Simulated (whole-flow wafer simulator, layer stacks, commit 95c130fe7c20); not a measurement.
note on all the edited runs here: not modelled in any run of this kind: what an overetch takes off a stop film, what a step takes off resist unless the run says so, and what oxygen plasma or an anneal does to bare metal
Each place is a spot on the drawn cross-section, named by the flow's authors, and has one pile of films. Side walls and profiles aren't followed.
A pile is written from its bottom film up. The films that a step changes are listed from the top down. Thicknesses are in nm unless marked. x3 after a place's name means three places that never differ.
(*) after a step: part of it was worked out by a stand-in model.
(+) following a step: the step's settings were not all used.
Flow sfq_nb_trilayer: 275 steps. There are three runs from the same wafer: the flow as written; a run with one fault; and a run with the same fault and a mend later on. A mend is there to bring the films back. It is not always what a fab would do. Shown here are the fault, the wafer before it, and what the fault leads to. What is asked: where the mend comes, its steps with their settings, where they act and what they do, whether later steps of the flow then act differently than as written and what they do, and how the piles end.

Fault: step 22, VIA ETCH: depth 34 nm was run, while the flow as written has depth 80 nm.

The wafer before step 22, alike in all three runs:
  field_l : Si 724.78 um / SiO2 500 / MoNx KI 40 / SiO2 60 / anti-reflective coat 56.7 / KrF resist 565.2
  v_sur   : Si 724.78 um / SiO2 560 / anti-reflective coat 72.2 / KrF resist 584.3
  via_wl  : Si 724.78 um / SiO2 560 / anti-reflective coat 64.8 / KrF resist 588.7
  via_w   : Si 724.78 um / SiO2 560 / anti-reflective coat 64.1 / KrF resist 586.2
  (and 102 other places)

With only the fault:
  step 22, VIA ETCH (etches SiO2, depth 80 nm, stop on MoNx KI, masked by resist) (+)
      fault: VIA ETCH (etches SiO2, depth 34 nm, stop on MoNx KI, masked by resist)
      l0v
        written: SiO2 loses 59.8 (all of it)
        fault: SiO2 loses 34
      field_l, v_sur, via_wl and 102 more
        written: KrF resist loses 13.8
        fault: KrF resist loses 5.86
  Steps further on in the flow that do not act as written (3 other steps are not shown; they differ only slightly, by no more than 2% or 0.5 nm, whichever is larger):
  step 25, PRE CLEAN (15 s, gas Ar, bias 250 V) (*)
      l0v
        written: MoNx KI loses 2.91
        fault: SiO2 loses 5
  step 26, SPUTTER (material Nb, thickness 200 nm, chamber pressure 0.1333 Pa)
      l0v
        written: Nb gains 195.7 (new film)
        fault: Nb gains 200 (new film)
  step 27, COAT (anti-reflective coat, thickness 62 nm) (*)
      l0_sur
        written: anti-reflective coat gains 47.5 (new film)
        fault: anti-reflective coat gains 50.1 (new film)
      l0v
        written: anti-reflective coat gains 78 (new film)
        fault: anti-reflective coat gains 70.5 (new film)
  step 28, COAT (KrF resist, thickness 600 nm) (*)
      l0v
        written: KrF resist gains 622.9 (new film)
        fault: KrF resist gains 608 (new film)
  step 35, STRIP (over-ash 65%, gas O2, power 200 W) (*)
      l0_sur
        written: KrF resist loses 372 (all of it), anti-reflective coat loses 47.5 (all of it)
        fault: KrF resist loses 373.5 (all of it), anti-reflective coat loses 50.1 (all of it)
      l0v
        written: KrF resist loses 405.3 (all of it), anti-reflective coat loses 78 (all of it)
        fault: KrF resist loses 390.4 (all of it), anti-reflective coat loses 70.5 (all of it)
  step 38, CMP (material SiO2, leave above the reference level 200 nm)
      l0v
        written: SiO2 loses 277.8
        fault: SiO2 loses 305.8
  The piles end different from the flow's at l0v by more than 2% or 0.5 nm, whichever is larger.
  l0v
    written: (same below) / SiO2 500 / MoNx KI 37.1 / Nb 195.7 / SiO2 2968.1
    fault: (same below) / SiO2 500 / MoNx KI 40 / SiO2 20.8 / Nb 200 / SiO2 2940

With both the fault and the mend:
  After step 22 comes the mend.
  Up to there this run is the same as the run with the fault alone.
  step 22a, VIA ETCH (etches SiO2, depth 46 nm, stop on MoNx KI, masked by resist) (+) (the flow's step 22, run once more with other settings)
      v_sur, via_wl, wire and 76 more
        KrF resist loses 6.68
      field_l, via_w, via_wr and 23 more
        KrF resist loses 6.69
      l0v
        SiO2 loses 25.8 (all of it)
  None of the later steps of the flow differs from how it acts as written, at any place that is followed, by more than 2% or 0.5 nm, whichever is larger.
  At every place that both follow, the piles at the end match the flow's.
